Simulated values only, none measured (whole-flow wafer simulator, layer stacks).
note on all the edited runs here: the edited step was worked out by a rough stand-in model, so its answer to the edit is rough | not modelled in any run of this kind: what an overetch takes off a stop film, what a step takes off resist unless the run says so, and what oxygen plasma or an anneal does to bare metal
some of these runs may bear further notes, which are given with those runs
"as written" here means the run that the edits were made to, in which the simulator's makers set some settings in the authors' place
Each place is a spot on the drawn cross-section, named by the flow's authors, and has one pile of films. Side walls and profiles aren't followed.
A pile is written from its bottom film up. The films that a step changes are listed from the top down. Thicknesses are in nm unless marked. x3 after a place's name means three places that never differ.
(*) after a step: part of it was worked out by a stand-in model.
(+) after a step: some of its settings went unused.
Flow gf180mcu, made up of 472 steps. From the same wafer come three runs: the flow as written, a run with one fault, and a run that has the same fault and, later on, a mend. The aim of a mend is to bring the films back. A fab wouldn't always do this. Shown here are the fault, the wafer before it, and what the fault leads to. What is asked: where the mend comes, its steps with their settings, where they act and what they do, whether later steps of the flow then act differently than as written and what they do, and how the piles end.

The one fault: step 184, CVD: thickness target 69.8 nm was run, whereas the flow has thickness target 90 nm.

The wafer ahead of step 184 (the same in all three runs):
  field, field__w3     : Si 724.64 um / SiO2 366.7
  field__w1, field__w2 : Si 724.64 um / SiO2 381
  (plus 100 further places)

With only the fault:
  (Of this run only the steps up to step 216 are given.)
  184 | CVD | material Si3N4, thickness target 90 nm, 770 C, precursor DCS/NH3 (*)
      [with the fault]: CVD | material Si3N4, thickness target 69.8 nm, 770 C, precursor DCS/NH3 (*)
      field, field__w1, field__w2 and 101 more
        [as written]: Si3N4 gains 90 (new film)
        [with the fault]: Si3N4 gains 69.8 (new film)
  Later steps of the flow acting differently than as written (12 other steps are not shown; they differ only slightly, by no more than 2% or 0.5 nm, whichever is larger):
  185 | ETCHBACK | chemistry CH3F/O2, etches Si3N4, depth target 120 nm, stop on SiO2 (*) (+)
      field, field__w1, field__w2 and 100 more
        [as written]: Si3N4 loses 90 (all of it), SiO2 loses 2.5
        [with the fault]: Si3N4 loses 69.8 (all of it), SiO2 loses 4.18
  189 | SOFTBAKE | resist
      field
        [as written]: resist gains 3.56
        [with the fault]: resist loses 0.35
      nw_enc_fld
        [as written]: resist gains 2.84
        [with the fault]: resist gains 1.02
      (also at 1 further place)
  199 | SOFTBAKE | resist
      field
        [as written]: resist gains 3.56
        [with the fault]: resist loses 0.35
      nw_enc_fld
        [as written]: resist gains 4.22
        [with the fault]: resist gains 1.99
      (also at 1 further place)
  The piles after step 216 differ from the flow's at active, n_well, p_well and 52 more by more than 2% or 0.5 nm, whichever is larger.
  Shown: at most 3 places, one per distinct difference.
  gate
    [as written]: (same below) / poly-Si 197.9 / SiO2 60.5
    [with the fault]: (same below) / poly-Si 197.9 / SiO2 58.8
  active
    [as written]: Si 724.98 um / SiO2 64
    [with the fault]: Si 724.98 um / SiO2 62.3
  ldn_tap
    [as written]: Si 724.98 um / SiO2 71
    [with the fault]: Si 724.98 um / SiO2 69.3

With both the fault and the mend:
  After step 184 comes the mend.
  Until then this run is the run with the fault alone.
  184a | CVD | material Si3N4, thickness target 20.2 nm, 770 C, precursor DCS/NH3 (*) (the flow's step 184 again, with other settings)
      field, field__w1, field__w2 and 101 more
        Si3N4 gains 20.2
  None of the later steps of the flow differs from how it acts as written, at any place that is followed, by more than 2% or 0.5 nm, whichever is larger.
  At every place that both follow, the piles at the end match the flow's.
